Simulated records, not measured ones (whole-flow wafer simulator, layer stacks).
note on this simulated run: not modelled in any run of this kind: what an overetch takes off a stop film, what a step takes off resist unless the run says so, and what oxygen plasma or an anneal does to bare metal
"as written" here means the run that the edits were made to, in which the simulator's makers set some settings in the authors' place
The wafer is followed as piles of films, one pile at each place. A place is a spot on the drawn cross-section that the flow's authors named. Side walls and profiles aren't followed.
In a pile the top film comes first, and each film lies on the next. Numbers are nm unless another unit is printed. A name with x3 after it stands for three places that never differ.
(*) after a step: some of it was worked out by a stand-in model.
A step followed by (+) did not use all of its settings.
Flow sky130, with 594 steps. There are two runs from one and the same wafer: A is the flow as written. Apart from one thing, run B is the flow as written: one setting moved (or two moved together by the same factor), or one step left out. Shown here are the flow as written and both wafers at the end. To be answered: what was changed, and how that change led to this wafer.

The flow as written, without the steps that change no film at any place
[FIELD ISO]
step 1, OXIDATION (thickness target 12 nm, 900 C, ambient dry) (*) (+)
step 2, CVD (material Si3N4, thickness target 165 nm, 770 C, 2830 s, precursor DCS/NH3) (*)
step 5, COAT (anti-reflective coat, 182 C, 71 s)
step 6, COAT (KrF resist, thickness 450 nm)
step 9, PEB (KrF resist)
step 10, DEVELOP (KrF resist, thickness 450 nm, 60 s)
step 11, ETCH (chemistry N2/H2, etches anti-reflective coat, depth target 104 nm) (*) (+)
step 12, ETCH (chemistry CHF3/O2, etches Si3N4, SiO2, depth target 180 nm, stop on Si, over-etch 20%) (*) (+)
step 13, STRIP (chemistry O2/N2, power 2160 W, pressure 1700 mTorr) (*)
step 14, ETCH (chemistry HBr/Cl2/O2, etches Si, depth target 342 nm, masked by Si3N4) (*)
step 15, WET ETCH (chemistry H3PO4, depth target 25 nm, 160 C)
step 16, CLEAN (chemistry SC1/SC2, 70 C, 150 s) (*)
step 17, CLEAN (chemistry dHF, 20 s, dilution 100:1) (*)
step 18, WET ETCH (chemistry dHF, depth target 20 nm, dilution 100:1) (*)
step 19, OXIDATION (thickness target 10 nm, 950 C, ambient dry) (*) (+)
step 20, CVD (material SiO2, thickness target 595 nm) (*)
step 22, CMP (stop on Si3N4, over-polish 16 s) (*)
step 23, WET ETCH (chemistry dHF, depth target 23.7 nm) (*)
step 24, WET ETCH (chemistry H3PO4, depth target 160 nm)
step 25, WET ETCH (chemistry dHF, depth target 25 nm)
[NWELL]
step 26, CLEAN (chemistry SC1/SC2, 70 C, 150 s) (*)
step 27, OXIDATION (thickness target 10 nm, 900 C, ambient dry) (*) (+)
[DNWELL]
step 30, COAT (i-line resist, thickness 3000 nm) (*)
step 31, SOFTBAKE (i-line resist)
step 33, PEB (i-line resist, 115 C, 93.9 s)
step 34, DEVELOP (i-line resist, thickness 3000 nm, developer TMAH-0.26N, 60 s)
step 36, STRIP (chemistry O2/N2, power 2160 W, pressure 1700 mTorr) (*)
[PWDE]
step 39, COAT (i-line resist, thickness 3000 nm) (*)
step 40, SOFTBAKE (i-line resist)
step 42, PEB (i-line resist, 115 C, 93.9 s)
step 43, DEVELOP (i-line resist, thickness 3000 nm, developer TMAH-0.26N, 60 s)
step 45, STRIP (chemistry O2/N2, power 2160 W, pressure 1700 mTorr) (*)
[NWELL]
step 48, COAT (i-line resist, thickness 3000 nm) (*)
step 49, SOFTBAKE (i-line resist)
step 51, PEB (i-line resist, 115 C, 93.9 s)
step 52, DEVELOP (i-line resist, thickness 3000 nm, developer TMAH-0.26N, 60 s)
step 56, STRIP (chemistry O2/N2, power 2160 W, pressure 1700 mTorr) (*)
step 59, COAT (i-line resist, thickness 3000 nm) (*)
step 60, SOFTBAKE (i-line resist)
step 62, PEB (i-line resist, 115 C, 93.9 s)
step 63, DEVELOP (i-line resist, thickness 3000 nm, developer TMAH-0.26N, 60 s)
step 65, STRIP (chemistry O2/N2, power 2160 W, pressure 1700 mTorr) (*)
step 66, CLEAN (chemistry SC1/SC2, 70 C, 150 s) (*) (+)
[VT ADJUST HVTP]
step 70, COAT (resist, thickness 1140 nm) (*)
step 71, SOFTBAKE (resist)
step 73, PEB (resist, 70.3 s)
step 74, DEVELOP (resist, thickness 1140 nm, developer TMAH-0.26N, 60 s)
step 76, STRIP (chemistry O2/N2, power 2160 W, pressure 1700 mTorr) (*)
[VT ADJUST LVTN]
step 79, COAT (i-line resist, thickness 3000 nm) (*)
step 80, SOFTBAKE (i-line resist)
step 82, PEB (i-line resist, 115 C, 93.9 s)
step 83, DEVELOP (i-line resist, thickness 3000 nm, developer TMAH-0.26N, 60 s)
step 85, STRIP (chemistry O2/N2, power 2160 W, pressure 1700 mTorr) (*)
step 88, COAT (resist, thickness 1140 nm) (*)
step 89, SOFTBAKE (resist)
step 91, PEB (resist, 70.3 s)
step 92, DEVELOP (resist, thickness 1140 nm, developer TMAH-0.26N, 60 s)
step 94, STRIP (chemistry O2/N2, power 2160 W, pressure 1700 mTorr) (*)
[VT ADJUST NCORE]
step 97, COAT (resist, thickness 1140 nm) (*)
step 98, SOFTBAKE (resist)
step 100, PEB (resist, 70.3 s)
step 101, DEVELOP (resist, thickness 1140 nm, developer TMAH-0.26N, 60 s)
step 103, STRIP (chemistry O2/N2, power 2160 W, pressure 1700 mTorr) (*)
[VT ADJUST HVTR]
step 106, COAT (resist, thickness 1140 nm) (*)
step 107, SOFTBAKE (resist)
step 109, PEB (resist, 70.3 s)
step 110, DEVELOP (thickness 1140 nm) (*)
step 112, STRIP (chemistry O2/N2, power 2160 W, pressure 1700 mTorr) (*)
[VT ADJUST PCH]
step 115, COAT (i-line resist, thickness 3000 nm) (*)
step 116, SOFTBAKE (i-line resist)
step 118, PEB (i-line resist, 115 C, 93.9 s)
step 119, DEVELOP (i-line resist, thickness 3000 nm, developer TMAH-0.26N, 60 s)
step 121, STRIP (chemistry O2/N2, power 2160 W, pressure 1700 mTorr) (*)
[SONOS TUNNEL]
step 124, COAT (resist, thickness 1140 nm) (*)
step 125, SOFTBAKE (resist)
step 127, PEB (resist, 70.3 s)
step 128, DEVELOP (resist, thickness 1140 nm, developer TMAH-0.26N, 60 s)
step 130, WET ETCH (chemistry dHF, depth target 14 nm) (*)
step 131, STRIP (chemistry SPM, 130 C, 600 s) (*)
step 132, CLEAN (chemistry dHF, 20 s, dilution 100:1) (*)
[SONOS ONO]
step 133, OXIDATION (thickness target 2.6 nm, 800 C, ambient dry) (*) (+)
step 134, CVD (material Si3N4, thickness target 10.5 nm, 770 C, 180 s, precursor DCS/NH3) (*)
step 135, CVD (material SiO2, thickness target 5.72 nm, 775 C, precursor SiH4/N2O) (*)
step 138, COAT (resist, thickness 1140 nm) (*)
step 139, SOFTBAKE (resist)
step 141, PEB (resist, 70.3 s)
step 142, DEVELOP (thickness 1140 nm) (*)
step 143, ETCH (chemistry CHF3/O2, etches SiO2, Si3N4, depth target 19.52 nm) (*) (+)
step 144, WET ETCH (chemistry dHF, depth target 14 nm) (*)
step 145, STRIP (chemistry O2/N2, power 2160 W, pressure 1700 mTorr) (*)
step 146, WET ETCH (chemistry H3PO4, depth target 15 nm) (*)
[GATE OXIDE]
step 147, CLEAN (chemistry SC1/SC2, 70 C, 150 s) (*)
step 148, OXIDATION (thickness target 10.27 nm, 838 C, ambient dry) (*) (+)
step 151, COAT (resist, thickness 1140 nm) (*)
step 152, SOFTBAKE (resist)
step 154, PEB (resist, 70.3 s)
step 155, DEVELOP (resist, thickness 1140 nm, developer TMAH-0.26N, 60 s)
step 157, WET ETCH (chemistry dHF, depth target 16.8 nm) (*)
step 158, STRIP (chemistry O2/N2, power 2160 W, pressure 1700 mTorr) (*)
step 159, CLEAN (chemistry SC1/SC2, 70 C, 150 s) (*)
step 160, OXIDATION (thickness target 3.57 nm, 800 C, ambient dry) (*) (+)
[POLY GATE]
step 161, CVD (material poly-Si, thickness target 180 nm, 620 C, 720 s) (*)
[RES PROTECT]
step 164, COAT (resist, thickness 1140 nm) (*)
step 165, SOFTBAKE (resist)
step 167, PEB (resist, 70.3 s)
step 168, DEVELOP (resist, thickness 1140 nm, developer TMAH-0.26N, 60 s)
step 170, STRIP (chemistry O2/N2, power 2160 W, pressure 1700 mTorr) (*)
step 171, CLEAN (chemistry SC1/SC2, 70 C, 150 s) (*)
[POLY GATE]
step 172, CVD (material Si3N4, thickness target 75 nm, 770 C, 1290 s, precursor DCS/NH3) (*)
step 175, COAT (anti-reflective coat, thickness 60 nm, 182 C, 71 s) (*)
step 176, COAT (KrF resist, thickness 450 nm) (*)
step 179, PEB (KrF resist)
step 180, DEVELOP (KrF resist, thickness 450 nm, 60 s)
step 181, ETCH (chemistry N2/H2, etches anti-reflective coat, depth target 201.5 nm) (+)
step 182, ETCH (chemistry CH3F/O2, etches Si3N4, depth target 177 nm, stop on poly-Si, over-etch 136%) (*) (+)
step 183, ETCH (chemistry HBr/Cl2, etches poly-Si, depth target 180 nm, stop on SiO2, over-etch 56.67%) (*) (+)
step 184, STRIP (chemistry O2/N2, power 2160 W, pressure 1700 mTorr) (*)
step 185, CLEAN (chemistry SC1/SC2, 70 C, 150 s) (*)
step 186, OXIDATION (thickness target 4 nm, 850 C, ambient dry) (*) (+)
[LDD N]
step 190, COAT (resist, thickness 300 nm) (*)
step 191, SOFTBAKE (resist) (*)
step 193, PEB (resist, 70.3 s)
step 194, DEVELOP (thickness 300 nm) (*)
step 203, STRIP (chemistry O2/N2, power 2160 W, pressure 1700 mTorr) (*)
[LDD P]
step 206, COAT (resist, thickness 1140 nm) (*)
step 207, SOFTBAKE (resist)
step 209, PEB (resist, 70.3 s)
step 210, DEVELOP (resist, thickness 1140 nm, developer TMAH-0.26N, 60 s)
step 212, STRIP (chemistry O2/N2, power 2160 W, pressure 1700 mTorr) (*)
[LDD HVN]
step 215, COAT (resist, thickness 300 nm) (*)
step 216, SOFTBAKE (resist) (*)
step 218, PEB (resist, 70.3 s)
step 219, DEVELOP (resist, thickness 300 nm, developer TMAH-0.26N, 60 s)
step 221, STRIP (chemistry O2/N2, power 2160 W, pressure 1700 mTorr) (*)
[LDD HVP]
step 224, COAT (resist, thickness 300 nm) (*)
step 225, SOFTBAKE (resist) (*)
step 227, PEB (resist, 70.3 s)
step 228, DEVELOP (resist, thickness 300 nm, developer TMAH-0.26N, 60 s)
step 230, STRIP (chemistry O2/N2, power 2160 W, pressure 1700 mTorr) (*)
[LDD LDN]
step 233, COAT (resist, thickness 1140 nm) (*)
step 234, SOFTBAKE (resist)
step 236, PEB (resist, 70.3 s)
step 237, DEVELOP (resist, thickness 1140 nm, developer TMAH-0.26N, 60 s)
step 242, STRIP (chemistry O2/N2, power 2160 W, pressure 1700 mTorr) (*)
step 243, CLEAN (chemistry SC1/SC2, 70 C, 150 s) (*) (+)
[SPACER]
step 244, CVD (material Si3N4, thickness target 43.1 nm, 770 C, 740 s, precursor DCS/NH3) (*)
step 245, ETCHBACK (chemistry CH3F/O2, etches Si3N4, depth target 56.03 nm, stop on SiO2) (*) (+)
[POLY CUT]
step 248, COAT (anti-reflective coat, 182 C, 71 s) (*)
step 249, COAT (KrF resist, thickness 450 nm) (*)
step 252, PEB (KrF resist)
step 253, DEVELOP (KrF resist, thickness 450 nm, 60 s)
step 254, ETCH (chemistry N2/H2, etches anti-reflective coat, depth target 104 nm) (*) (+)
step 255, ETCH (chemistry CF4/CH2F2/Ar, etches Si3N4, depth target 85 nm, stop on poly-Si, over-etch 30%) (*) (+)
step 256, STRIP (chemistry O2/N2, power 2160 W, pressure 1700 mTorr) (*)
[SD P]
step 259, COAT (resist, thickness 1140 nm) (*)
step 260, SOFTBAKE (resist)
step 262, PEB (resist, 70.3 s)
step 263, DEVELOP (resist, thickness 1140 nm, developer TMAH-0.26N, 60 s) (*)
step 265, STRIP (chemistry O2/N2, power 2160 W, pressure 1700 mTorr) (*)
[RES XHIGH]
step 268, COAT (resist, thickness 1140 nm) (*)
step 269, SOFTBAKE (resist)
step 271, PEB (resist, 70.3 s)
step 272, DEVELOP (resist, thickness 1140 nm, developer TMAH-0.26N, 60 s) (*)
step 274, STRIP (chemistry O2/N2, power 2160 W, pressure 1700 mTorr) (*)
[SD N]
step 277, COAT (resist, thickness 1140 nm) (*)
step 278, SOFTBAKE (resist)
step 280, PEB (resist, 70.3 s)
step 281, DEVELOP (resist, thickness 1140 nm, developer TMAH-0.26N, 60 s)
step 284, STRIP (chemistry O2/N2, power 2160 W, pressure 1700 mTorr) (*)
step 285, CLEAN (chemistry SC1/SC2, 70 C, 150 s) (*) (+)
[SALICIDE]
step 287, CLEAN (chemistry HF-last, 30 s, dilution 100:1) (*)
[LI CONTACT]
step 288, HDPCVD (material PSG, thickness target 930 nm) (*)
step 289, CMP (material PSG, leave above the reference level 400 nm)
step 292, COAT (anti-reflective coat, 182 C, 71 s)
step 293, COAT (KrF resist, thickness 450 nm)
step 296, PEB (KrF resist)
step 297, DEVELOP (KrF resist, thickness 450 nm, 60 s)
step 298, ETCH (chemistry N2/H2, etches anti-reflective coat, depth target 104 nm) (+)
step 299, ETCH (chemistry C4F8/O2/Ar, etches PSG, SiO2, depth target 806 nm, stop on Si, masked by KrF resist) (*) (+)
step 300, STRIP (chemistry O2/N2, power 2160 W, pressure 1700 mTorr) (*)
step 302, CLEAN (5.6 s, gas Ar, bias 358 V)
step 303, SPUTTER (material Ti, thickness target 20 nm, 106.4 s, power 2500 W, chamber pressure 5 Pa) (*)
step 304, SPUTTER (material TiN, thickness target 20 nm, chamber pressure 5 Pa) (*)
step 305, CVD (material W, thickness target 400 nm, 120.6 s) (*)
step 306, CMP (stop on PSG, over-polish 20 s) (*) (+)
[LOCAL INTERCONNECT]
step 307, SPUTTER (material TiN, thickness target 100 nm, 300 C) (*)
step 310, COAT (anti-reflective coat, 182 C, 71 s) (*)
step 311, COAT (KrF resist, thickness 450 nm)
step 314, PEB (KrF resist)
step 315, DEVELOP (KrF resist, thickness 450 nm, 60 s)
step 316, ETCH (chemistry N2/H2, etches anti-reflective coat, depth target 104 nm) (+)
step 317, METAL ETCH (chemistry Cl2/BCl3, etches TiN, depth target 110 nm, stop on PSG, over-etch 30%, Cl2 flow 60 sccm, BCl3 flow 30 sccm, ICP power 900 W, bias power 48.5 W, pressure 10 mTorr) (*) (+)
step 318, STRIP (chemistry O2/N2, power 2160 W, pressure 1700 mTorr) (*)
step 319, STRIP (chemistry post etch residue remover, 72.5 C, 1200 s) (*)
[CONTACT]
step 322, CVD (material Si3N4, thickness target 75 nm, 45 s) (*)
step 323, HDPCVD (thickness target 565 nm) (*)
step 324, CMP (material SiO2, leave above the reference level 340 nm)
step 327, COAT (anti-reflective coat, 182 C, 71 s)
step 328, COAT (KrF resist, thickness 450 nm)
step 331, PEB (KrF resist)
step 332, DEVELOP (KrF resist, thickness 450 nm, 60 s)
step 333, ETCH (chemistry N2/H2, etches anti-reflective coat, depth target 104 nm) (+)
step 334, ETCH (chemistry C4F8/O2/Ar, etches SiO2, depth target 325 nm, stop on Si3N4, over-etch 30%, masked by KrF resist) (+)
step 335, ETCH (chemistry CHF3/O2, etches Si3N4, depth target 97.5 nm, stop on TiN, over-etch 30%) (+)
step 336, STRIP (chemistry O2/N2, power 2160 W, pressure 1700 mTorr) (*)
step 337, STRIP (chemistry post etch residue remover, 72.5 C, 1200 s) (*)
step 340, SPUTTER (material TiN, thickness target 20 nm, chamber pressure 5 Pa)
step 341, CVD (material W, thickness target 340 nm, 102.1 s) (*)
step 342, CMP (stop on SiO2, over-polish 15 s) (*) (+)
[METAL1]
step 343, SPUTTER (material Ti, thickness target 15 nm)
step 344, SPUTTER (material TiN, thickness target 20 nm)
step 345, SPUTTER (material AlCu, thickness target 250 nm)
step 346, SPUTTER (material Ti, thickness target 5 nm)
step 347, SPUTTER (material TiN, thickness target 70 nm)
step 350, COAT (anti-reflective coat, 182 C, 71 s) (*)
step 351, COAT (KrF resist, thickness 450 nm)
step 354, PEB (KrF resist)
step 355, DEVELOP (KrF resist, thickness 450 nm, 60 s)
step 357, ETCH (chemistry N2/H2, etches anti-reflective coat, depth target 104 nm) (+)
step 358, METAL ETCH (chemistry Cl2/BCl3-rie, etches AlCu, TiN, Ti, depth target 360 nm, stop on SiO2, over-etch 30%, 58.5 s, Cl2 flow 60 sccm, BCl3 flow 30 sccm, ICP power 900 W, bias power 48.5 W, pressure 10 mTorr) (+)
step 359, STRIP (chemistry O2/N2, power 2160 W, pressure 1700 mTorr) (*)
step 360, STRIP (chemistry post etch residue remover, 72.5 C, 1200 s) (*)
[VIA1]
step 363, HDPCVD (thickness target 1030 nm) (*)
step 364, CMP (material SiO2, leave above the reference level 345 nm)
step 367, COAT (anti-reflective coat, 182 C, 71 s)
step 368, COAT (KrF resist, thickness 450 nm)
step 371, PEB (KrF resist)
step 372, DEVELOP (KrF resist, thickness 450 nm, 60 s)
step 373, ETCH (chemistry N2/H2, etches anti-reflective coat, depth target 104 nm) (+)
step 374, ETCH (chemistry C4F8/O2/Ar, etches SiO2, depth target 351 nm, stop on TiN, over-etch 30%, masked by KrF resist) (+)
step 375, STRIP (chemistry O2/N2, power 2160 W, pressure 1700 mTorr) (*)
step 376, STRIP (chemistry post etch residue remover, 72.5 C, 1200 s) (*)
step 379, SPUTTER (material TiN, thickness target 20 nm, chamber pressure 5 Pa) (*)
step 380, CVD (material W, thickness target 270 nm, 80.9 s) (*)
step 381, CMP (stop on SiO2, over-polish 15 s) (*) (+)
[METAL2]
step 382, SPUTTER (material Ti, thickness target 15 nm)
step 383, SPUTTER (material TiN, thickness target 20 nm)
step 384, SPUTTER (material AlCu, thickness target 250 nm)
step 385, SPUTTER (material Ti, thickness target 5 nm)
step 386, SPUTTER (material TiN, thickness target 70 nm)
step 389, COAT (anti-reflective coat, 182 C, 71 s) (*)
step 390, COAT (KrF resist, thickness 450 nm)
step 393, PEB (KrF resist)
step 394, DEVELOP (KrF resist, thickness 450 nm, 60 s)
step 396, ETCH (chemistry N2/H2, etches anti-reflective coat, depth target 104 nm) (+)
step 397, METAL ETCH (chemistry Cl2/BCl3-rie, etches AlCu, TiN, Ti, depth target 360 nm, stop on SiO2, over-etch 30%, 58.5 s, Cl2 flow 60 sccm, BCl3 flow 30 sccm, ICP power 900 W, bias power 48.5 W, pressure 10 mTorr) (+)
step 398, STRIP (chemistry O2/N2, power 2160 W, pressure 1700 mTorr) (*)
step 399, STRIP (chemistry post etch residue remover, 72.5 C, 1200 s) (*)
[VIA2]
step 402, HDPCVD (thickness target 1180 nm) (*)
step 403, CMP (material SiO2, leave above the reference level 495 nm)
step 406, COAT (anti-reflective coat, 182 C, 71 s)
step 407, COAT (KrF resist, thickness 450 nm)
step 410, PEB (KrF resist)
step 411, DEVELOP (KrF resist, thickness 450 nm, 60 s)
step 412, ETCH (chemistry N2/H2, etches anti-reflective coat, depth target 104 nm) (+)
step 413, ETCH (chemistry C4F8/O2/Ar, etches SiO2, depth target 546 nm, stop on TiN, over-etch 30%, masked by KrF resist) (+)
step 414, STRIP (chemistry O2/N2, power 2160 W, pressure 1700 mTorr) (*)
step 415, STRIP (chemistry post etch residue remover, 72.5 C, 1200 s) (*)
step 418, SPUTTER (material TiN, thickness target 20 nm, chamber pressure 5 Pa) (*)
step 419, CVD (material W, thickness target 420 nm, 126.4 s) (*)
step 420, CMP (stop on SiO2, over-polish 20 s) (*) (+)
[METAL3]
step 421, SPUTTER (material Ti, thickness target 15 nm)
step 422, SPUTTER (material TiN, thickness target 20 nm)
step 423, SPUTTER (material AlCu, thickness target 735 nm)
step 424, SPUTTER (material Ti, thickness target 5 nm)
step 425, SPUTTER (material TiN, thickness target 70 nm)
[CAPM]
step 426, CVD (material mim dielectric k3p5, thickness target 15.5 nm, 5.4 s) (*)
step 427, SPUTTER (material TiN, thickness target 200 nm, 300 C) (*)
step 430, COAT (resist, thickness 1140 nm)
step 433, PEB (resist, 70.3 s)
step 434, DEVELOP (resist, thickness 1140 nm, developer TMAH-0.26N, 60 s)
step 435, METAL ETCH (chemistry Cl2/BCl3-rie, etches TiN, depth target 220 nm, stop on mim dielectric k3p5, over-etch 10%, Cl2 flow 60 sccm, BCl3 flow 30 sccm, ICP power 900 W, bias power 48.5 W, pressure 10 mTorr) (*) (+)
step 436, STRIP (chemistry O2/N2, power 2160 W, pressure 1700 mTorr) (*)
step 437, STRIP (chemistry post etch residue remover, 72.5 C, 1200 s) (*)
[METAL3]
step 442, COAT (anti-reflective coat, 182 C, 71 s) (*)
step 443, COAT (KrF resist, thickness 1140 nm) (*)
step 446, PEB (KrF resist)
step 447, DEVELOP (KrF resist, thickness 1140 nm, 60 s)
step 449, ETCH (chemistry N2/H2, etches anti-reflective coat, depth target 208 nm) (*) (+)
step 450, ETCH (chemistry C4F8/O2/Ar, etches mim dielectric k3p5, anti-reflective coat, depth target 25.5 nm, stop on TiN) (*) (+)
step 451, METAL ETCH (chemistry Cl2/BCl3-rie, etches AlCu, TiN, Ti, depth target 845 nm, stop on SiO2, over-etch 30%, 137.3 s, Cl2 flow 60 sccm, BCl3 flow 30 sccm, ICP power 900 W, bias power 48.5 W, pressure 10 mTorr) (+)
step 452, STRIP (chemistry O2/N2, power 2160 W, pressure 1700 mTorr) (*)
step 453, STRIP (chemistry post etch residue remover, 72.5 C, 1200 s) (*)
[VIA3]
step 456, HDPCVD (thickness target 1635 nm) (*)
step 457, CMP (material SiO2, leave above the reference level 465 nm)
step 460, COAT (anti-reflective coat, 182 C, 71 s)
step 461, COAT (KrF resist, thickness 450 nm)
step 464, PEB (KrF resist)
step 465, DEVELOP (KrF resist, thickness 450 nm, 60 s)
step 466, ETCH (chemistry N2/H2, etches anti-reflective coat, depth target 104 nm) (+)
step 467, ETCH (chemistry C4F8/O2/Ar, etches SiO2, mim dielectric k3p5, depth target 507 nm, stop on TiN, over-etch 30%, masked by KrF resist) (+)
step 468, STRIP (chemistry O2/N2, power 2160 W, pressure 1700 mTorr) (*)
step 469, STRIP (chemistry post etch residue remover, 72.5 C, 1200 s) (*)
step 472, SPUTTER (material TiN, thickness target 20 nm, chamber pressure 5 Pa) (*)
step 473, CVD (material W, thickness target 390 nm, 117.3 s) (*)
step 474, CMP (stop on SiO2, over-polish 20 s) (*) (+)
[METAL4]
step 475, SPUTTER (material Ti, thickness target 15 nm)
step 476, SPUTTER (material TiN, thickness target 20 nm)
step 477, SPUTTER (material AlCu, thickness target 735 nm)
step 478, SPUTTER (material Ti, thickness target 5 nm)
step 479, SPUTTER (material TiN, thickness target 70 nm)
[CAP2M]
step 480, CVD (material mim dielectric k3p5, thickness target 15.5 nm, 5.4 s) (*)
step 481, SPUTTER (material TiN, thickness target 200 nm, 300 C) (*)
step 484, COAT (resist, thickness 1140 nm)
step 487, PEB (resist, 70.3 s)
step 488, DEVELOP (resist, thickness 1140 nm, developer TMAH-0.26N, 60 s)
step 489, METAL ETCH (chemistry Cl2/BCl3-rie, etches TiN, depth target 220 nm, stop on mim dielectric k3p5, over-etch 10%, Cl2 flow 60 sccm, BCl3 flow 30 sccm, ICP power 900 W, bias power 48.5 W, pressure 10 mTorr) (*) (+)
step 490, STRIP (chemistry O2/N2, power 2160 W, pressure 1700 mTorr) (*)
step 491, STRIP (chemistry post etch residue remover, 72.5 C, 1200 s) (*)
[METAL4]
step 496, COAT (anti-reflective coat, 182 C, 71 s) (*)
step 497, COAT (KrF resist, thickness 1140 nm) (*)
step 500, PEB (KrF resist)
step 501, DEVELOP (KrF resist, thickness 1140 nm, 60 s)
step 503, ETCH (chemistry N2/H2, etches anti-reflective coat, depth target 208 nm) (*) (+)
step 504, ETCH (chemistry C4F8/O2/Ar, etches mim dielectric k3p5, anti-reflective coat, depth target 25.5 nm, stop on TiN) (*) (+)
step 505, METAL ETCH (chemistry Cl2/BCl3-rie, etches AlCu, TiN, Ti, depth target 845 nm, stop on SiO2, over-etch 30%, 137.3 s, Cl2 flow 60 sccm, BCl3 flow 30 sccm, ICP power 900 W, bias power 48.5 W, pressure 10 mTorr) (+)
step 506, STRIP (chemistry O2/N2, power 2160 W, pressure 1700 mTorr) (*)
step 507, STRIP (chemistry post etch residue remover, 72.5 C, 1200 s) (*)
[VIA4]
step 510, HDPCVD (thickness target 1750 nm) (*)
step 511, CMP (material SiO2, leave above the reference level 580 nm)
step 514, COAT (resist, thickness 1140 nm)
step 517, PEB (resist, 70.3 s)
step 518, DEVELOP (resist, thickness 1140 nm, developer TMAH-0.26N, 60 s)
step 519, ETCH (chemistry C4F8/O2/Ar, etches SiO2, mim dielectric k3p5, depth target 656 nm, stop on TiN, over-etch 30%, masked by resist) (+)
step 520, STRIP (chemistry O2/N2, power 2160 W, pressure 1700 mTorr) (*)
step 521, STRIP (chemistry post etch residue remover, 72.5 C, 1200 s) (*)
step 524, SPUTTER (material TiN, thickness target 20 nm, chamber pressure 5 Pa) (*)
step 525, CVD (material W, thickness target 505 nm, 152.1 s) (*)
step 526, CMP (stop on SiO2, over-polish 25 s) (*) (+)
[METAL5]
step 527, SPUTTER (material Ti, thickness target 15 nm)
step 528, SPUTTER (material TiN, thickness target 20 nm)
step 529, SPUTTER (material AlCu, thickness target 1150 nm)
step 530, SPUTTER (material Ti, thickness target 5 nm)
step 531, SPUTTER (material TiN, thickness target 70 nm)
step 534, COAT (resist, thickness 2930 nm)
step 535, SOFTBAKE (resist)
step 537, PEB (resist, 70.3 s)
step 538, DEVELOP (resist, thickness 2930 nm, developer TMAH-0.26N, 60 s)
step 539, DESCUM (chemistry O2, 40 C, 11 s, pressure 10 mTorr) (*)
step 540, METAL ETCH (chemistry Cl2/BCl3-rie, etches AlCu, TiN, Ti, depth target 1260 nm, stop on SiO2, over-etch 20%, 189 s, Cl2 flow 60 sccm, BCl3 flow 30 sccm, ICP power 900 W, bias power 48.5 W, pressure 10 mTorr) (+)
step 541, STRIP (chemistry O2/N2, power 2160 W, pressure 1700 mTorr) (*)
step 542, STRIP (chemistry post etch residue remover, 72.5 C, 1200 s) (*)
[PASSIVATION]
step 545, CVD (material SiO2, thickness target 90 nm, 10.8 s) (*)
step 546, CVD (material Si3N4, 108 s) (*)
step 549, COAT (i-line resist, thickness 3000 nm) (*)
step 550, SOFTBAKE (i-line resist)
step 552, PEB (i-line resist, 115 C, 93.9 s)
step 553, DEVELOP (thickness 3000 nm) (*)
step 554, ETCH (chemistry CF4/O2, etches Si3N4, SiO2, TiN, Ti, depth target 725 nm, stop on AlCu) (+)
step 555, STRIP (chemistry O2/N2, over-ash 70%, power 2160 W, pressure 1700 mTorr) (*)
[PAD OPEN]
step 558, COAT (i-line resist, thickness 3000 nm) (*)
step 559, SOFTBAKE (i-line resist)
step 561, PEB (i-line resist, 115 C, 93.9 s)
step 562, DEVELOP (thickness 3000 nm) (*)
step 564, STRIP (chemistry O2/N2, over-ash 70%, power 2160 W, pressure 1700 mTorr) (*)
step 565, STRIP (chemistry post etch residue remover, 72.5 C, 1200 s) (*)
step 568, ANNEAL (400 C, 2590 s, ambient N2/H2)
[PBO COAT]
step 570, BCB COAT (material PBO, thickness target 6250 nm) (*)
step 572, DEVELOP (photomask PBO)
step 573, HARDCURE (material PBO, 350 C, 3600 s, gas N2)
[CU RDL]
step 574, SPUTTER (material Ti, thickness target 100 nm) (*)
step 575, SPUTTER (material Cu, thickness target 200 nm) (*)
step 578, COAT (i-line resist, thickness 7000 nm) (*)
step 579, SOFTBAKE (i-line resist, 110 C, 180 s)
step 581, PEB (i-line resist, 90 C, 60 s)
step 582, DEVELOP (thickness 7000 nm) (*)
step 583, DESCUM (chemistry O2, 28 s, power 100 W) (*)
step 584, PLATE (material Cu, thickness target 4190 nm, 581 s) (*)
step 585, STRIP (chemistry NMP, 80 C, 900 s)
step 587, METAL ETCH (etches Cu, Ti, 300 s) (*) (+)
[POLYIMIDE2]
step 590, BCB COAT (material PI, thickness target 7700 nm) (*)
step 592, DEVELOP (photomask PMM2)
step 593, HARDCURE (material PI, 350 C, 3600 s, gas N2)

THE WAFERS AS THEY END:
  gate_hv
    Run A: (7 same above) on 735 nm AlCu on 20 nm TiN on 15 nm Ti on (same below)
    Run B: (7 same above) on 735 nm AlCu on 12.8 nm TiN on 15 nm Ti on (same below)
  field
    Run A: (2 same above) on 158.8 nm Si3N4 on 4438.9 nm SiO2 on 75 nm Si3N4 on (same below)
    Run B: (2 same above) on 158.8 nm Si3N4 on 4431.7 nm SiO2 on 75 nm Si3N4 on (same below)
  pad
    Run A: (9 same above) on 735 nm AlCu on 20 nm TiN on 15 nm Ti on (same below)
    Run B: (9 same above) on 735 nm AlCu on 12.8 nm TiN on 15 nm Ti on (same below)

Cause: step 476, SPUTTER: thickness target 12.8 nm was run, whereas the flow has thickness target 20 nm.
One can read it off the wafer: gate_hv has TiN 12.8, and step 476 as written asks for 20 nm.

The path from the change to this, step by step:
  step 476, SPUTTER (material TiN, thickness target 20 nm)
      field, active, n_well and 189 more: A +20 TiN (new film) | B +12.8 TiN (new film)
  step 505, METAL ETCH (chemistry Cl2/BCl3-rie, etches AlCu, TiN, Ti, depth target 845 nm, stop on SiO2, over-etch 30%, 137.3 s, Cl2 flow 60 sccm, BCl3 flow 30 sccm, ICP power 900 W, bias power 48.5 W, pressure 10 mTorr) (+)
      field, gate, spacer and 68 more: A -70 TiN (all of it), -5 Ti (all of it), -735 AlCu (all of it), -20 TiN (all of it), -15 Ti (all of it), -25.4 SiO2 | B -70 TiN (all of it), -5 Ti (all of it), -735 AlCu (all of it), -12.8 TiN (all of it), -15 Ti (all of it), -26.1 SiO2
      active, vpp_iso1, mim_edge_plate and 14 more: A -70 TiN (all of it), -5 Ti (all of it), -735 AlCu (all of it), -20 TiN (all of it), -15 Ti (all of it), -25.3 SiO2 | B -70 TiN (all of it), -5 Ti (all of it), -735 AlCu (all of it), -12.8 TiN (all of it), -15 Ti (all of it), -26.1 SiO2
